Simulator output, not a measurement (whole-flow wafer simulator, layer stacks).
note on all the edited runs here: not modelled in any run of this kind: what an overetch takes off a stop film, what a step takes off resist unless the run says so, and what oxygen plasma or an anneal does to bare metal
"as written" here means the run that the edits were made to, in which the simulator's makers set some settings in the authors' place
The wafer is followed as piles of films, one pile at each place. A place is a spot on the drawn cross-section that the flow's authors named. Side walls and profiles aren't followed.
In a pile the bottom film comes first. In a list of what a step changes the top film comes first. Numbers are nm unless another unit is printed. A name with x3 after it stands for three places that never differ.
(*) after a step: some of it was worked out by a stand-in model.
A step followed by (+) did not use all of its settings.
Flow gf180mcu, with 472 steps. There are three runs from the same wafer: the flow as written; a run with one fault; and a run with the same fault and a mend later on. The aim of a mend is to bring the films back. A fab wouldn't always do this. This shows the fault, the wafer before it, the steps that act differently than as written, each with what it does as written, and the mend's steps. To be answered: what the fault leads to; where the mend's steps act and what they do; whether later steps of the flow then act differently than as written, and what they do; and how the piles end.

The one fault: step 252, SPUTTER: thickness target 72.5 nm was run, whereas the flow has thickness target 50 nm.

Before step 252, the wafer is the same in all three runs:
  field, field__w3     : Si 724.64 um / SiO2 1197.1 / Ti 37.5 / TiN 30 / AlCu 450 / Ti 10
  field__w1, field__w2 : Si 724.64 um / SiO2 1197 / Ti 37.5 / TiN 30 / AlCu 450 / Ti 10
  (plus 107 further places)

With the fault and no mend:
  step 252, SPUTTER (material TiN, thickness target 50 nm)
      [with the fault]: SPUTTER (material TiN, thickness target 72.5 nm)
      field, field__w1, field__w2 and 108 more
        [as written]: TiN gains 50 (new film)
        [with the fault]: TiN gains 72.5 (new film)
  Steps later in the flow that act otherwise than as written (3 more steps, not shown, differ only slightly: by at most 2% or 0.5 nm, whichever is larger):
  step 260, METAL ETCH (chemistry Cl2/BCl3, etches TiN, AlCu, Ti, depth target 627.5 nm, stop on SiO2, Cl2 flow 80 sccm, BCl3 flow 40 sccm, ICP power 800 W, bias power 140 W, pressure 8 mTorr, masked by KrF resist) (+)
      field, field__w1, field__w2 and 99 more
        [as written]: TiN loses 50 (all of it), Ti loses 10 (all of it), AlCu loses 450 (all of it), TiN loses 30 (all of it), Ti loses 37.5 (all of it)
        [with the fault]: TiN loses 72.5 (all of it), Ti loses 10 (all of it), AlCu loses 450 (all of it), TiN loses 30 (all of it), Ti loses 37.5 (all of it)
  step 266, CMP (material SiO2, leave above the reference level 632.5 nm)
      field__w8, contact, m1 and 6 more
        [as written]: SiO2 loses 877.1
        [with the fault]: SiO2 loses 899.6
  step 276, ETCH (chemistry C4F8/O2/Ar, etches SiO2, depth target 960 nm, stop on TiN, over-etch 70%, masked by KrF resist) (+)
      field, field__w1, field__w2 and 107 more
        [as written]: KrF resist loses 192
        [with the fault]: KrF resist loses 187
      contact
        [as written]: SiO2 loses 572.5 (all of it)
        [with the fault]: SiO2 loses 550 (all of it)
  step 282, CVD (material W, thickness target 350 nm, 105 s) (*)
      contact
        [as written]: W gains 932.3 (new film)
        [with the fault]: W gains 909.6 (new film)
  The piles end different from the flow's at field__w8, contact, m1 and 6 more by more than 2% or 0.5 nm, whichever is larger.
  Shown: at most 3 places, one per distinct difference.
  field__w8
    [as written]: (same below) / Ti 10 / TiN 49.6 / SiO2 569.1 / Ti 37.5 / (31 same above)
    [with the fault]: (same below) / Ti 10 / TiN 72.1 / SiO2 546.6 / Ti 37.5 / (31 same above)
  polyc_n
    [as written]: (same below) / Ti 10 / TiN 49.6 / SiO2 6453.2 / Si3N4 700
    [with the fault]: (same below) / Ti 10 / TiN 72.1 / SiO2 6430.7 / Si3N4 700
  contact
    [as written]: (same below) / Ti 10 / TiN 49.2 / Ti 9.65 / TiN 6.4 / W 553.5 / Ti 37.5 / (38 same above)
    [with the fault]: (same below) / Ti 10 / TiN 71.7 / Ti 9.78 / TiN 6.49 / W 530.8 / Ti 37.5 / (38 same above)

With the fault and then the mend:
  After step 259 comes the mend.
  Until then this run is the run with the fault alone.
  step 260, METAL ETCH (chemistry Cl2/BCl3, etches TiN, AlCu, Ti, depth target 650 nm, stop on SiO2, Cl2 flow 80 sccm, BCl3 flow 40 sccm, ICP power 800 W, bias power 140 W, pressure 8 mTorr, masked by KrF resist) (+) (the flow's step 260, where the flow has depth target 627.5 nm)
      field, field__w1, field__w2 and 99 more
        TiN loses 72.5 (all of it), Ti loses 10 (all of it), AlCu loses 450 (all of it), TiN loses 30 (all of it), Ti loses 37.5 (all of it)
      field__w8, contact, m1 and 6 more
        KrF resist loses 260
  Steps later in the flow that act otherwise than as written (4 more steps, not shown, differ only slightly: by at most 2% or 0.5 nm, whichever is larger):
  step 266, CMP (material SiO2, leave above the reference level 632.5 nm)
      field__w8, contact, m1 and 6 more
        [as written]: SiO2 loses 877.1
        [with the mend]: SiO2 loses 899.6
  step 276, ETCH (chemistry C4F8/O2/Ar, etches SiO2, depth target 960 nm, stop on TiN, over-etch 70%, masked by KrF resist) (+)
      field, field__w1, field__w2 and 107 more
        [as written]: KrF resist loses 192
        [with the mend]: KrF resist loses 187
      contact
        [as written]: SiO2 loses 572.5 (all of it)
        [with the mend]: SiO2 loses 550 (all of it)
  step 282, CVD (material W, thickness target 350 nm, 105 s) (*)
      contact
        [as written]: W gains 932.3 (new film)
        [with the mend]: W gains 909.6 (new film)
  The piles end different from the flow's at field__w8, contact, m1 and 6 more by more than 2% or 0.5 nm, whichever is larger.
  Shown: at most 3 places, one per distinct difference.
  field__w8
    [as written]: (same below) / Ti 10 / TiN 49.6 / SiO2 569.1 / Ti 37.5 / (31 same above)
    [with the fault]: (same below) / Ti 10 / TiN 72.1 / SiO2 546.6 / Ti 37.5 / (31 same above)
    [with the mend]: (same below) / Ti 10 / TiN 72.1 / SiO2 546.6 / Ti 37.5 / (31 same above)
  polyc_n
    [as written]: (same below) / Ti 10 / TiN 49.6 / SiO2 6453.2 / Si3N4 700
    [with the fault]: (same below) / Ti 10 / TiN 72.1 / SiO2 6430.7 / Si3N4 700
    [with the mend]: (same below) / Ti 10 / TiN 72.1 / SiO2 6430.7 / Si3N4 700
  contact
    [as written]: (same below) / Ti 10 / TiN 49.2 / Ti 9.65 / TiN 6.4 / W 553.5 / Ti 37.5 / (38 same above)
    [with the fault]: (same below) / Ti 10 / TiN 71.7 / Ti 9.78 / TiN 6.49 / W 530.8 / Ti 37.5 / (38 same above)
    [with the mend]: (same below) / Ti 10 / TiN 71.7 / Ti 9.78 / TiN 6.49 / W 530.8 / Ti 37.5 / (38 same above)
